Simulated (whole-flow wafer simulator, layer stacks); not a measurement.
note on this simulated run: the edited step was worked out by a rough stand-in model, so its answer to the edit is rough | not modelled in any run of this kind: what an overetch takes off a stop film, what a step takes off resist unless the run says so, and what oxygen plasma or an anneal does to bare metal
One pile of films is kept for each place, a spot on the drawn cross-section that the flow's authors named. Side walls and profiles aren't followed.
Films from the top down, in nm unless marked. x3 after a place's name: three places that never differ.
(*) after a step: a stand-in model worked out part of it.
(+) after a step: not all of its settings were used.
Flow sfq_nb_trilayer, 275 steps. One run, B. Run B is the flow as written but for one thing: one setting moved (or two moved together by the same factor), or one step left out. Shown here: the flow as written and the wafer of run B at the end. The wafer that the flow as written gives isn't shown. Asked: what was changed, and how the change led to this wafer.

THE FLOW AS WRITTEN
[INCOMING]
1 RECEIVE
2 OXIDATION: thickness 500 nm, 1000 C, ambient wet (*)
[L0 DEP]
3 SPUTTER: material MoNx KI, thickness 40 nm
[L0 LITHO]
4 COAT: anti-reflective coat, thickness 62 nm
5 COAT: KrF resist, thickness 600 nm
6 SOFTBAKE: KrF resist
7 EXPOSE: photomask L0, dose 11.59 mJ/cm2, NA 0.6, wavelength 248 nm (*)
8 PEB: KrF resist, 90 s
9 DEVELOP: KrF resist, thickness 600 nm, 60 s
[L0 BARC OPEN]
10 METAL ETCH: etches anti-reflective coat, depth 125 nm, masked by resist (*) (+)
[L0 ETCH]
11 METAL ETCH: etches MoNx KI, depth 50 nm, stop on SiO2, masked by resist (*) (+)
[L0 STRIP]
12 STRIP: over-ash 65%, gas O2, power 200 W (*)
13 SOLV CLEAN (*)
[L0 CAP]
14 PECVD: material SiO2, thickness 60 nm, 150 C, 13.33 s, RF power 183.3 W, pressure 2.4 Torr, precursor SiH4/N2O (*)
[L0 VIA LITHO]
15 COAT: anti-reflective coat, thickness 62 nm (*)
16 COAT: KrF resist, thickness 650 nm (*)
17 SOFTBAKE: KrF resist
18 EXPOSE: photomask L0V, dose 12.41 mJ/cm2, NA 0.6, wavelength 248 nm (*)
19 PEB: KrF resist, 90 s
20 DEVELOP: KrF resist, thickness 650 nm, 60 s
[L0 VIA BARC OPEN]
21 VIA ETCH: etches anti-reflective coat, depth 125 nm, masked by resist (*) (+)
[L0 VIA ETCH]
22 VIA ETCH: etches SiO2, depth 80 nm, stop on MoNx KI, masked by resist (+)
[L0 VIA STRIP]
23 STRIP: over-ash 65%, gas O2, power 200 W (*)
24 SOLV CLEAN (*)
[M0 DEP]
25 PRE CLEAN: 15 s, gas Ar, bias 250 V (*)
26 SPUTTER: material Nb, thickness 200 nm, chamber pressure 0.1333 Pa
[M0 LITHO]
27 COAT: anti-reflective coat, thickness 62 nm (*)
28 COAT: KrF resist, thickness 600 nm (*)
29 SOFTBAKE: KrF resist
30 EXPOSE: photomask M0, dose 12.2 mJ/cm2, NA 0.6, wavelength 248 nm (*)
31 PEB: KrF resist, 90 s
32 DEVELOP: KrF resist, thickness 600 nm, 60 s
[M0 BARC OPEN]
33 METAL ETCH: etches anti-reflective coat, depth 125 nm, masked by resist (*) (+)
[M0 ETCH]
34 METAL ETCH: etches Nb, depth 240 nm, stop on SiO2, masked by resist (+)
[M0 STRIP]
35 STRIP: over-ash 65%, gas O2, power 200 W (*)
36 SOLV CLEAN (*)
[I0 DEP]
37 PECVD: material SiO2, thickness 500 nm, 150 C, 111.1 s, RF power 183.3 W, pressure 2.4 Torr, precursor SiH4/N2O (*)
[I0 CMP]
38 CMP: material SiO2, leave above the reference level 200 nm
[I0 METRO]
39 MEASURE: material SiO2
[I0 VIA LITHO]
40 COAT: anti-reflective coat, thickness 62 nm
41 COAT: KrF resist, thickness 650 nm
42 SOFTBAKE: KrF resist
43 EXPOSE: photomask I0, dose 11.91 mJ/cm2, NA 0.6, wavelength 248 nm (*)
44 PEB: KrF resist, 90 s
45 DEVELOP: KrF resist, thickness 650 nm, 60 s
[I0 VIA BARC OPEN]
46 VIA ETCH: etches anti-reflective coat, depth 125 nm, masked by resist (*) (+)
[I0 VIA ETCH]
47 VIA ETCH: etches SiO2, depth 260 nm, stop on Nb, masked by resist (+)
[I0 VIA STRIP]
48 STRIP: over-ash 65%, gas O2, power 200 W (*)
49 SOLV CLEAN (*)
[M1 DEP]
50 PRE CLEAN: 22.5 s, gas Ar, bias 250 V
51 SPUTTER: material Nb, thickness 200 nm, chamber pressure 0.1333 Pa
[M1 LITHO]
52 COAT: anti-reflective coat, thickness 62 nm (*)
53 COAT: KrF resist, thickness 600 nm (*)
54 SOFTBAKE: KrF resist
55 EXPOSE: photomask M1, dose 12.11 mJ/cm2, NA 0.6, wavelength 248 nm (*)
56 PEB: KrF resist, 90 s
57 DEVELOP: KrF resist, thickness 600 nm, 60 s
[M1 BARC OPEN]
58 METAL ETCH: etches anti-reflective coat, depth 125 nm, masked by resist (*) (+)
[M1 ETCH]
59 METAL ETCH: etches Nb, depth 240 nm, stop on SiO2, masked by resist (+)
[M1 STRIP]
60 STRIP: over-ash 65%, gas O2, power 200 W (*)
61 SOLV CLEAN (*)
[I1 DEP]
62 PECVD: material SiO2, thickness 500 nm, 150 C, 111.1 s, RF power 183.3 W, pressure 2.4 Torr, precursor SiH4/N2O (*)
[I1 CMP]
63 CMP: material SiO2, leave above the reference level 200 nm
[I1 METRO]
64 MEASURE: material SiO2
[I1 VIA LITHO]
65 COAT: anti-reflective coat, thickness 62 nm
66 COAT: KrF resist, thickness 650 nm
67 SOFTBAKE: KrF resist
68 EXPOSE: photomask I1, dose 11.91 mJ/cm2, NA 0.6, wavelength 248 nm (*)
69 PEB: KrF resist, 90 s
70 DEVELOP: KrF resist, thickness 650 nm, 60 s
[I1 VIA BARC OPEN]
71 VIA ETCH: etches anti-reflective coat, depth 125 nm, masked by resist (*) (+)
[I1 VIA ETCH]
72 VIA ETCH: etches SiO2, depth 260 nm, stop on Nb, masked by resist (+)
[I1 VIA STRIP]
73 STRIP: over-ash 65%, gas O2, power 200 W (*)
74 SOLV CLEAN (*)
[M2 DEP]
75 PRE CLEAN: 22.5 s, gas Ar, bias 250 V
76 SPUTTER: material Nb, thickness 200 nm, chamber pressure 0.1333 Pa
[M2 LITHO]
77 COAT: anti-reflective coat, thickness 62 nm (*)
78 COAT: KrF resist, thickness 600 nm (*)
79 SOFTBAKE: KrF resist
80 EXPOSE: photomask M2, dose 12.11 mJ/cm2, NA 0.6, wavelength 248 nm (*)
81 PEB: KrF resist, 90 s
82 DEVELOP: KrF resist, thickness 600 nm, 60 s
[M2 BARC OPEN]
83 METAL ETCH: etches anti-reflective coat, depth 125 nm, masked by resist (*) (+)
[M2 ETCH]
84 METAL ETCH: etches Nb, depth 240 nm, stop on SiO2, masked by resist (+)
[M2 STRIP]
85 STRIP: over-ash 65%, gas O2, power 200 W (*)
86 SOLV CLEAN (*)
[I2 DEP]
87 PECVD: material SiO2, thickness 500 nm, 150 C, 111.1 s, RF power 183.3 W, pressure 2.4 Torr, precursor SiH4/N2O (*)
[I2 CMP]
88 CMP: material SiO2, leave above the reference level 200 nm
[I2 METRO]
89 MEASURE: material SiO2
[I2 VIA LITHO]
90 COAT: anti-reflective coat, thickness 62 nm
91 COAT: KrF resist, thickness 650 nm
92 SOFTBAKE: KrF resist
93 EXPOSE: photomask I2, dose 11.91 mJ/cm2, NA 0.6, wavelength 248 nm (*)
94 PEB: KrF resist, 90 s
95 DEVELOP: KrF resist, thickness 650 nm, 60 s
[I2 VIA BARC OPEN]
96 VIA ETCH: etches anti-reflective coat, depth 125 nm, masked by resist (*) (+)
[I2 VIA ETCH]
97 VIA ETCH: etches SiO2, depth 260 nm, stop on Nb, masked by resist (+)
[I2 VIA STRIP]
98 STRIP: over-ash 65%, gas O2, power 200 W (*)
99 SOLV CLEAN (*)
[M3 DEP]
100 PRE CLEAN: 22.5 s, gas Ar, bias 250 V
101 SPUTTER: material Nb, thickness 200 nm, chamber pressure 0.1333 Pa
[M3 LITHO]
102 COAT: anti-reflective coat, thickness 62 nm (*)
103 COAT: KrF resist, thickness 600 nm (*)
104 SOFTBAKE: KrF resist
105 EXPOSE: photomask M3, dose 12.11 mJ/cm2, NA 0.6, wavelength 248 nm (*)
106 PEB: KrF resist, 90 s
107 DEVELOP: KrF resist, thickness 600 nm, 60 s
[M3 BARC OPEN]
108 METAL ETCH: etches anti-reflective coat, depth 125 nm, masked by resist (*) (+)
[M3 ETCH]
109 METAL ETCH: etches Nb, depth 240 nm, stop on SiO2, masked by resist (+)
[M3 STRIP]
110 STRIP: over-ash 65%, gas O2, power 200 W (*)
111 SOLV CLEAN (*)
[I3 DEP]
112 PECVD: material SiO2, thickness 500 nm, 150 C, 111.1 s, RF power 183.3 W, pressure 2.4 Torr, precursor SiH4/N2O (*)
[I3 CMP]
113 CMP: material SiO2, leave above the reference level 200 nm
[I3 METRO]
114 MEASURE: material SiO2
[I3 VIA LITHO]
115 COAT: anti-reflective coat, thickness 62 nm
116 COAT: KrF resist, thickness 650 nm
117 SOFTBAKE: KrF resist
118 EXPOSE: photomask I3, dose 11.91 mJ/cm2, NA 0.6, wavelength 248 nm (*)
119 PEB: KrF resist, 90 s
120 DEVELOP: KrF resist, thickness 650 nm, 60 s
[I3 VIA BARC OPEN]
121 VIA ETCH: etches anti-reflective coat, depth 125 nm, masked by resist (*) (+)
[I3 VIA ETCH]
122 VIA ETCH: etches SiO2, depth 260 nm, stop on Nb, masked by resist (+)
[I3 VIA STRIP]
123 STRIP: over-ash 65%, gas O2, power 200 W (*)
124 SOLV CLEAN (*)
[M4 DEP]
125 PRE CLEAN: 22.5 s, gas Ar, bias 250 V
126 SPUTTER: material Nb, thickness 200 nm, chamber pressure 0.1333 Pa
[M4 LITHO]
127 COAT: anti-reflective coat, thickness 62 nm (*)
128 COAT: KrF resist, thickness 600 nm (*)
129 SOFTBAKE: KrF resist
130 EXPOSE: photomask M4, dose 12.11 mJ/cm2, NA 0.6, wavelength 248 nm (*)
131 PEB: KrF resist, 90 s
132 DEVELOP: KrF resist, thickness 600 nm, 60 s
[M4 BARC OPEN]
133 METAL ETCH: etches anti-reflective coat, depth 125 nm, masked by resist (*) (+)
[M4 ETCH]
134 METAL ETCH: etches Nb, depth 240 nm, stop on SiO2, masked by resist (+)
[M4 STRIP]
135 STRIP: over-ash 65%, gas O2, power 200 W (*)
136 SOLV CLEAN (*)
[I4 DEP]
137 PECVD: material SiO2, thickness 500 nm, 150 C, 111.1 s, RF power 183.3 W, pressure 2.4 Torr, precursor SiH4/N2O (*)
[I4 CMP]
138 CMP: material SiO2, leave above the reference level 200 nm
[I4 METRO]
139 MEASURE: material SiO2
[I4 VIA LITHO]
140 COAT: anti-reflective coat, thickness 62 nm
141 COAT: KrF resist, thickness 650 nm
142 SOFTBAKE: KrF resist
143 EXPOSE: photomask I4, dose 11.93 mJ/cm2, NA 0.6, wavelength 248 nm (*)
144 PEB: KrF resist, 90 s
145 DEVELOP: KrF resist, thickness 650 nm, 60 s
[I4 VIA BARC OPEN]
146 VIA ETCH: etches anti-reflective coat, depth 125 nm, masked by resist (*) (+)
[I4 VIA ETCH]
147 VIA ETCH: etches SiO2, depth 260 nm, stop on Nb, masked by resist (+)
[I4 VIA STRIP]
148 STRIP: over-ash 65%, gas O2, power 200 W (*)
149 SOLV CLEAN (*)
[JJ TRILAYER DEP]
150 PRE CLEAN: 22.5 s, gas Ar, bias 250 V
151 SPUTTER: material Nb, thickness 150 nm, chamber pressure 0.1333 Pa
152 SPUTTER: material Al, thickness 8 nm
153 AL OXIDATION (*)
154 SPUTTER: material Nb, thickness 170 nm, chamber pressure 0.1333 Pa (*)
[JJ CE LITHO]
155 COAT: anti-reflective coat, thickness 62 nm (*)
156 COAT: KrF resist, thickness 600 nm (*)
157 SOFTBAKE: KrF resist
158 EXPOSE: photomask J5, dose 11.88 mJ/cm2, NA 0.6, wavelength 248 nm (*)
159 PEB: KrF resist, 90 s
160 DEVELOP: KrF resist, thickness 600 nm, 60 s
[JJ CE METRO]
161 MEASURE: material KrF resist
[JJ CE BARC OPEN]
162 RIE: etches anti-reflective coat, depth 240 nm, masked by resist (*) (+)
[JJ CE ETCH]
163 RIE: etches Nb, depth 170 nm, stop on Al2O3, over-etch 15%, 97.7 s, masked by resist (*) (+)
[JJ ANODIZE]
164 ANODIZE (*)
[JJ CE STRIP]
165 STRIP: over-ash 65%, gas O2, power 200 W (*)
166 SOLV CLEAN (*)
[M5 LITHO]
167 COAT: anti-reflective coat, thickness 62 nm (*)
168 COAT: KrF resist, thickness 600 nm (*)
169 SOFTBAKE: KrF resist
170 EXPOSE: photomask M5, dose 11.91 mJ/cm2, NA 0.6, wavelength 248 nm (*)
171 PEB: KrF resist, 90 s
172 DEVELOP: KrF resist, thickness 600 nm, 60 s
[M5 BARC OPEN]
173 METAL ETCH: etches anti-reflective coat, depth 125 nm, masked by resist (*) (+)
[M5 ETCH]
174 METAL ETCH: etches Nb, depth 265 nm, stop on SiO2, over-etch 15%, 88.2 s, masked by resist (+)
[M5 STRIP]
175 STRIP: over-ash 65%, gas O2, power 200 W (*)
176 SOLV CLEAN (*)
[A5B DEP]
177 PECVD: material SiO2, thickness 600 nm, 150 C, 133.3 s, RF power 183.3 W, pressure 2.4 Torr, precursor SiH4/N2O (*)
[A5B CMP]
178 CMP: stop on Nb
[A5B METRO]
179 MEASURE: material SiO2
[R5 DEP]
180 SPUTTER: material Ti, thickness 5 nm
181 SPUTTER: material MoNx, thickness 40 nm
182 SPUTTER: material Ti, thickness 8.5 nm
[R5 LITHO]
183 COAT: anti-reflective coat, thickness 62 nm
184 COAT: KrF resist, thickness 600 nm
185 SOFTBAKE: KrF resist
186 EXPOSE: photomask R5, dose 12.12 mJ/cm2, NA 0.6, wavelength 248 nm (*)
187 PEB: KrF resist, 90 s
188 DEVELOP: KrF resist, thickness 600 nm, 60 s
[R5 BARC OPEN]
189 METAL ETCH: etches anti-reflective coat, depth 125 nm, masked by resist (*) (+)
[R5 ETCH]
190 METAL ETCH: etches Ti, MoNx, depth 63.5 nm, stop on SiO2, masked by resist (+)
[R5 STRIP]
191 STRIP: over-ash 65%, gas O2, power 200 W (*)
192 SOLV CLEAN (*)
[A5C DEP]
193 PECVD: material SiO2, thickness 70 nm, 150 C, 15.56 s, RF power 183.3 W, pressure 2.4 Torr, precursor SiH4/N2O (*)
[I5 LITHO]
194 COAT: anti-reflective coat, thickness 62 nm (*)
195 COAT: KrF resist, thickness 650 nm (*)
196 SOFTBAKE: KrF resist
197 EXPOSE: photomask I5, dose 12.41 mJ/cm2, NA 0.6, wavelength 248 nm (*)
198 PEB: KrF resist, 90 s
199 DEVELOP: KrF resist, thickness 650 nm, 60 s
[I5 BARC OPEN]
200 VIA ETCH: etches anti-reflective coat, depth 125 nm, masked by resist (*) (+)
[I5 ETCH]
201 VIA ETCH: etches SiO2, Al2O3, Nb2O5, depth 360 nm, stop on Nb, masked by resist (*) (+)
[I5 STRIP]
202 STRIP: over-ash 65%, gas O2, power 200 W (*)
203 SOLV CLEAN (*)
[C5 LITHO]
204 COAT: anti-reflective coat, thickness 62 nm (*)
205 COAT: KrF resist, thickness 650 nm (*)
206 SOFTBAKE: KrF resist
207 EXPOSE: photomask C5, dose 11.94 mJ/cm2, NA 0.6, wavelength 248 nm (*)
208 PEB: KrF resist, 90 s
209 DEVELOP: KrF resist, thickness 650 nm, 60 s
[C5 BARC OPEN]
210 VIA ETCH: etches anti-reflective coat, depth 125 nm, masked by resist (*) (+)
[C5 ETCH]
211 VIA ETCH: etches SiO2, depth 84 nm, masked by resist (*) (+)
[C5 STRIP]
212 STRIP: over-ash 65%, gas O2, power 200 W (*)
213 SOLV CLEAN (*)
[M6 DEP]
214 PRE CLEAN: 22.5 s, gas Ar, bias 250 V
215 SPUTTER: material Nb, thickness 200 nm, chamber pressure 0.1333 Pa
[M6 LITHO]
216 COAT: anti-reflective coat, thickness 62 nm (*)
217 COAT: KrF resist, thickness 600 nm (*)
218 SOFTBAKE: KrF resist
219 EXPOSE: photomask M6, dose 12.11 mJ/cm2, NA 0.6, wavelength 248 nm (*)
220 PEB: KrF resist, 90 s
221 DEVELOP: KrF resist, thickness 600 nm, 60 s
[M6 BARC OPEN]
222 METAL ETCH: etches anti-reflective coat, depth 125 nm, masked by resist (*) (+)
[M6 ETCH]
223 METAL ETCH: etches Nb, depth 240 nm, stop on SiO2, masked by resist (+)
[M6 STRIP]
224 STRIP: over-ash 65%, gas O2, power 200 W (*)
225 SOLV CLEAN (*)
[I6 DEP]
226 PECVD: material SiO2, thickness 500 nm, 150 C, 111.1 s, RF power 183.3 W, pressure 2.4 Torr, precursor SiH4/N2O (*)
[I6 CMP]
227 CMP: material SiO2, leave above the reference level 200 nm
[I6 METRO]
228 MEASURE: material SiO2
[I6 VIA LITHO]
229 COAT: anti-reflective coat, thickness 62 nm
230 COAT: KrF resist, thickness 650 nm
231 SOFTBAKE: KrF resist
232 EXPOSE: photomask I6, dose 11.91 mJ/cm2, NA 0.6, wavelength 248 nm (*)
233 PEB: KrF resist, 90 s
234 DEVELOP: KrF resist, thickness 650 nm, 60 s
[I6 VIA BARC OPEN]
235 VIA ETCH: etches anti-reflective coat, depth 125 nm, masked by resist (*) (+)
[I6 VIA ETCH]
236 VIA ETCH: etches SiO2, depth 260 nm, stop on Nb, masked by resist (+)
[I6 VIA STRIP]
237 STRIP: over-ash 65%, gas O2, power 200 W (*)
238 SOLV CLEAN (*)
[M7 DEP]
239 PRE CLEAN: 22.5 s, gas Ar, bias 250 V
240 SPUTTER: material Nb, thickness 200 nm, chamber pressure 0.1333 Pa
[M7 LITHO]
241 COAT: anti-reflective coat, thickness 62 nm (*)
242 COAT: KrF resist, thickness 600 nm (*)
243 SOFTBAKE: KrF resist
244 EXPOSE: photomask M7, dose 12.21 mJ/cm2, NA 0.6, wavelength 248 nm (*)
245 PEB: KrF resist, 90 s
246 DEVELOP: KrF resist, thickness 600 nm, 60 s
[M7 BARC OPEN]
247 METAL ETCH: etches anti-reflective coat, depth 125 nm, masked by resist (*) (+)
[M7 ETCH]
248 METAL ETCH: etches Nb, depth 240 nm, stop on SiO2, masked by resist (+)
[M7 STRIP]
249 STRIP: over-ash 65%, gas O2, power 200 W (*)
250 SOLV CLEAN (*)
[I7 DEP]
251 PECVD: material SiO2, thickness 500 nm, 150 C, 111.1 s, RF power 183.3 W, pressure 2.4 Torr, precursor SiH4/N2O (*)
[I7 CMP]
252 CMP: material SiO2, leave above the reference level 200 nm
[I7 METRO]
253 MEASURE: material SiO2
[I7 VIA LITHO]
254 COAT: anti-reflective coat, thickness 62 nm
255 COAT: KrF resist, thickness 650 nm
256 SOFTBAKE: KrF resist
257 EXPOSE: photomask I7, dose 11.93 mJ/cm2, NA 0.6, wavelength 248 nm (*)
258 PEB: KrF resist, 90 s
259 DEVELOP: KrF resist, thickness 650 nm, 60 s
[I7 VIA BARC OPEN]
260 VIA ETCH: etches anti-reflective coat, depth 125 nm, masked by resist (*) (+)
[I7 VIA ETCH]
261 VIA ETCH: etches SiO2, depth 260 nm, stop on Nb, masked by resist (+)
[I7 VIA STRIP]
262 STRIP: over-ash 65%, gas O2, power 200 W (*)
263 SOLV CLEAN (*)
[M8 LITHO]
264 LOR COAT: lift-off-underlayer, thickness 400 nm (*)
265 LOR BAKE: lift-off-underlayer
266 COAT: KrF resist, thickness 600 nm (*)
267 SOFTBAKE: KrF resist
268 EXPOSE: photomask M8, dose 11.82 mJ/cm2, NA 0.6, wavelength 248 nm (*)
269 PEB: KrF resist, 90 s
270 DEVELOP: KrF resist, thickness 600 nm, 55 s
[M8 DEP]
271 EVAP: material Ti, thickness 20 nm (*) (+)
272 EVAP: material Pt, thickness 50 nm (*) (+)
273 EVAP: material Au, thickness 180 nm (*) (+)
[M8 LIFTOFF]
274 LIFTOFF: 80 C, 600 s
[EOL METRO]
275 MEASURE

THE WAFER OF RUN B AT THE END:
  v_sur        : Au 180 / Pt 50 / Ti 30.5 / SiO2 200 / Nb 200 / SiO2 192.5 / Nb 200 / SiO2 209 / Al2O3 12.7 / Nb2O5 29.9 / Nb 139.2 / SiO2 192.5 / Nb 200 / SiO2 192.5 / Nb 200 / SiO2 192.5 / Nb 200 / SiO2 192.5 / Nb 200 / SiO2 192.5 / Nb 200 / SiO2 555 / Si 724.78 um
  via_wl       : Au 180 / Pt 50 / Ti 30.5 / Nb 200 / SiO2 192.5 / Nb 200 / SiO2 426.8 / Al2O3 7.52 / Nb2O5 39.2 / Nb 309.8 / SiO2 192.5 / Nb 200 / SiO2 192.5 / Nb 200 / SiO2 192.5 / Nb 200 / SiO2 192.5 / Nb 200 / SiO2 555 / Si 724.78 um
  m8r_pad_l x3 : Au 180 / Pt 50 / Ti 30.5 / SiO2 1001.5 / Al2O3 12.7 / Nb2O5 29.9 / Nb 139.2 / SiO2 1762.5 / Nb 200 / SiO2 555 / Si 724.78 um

The cause: step 271, EVAP: thickness 30.5 nm was run, where the flow has thickness 20 nm.
It can be read off the wafer: v_sur has Ti 30.5, and step 271 as written asks for 20 nm.

How the change led to this, step by step:
  271 EVAP: material Ti, thickness 20 nm (*) (+)
      field_l, v_sur, via_wl and 103 more: Ti +30.5 (new film) (as written it would be: Ti +20 (new film))
  274 LIFTOFF: 80 C, 600 s
      p4_fl x3, p4_w1 x9, p4_g1 x2 and 60 more: Au -180 (all of it), Pt -50 (all of it), Ti -30.5 (all of it), KrF resist -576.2 (all of it), lift-off-underlayer -400 (all of it) (as written it would be: Au -180 (all of it), Pt -50 (all of it), Ti -20 (all of it), KrF resist -576.2 (all of it), lift-off-underlayer -400 (all of it))
      c5j, ce_r: Au -180 (all of it), Pt -50 (all of it), Ti -30.5 (all of it), KrF resist -573.3 (all of it), lift-off-underlayer -399.3 (all of it) (as written it would be: Au -180 (all of it), Pt -50 (all of it), Ti -20 (all of it), KrF resist -573.3 (all of it), lift-off-underlayer -399.3 (all of it))
      (and at 19 more places)
